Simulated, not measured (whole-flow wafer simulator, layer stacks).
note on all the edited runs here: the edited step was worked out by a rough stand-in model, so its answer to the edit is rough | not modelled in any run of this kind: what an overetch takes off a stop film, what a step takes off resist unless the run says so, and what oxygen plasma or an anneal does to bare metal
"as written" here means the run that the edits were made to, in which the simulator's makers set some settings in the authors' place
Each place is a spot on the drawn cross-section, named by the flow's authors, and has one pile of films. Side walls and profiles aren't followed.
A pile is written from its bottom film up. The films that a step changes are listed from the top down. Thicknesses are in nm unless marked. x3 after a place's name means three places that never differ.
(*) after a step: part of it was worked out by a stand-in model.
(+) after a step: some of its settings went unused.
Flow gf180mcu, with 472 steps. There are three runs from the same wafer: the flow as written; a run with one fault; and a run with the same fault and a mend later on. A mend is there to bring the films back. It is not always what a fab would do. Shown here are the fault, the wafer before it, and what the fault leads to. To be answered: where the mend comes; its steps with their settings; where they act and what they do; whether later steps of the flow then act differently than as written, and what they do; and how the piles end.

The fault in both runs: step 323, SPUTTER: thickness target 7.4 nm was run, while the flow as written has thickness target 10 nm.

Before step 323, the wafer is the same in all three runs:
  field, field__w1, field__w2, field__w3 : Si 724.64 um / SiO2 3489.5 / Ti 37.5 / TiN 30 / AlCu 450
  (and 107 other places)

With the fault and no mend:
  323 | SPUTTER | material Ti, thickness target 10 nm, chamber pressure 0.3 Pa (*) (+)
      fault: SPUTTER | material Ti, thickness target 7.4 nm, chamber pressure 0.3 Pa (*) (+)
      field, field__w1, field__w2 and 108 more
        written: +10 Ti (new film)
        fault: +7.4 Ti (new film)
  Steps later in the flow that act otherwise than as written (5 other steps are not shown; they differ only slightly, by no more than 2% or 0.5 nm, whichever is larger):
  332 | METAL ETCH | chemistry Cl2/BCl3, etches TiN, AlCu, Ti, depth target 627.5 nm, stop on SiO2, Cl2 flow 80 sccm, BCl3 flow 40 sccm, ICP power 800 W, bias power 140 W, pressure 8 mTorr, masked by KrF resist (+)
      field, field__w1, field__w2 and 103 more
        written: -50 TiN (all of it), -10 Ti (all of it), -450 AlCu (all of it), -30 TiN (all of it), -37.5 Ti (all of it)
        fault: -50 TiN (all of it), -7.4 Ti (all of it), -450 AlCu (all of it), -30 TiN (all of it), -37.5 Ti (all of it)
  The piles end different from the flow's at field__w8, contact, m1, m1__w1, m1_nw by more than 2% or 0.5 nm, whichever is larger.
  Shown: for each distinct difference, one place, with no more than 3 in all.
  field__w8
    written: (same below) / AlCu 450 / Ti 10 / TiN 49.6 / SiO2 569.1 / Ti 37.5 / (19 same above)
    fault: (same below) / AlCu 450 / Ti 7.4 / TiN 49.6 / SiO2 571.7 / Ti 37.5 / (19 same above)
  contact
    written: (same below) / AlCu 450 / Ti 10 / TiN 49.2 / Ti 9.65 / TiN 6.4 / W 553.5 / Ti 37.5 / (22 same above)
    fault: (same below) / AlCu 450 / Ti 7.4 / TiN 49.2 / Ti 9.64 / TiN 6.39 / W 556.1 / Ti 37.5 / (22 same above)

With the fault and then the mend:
  The mend follows step 323.
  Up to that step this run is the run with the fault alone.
  323a | SPUTTER | material Ti, thickness target 2.6 nm, chamber pressure 0.3 Pa (*) (+) (a further turn of the flow's step 323, with different settings)
      field, field__w1, field__w2 and 108 more
        +2.6 Ti
  None of the later steps of the flow acts differently than as written at any place that is followed.
  By the end, the piles equal the flow's at every place that both follow.
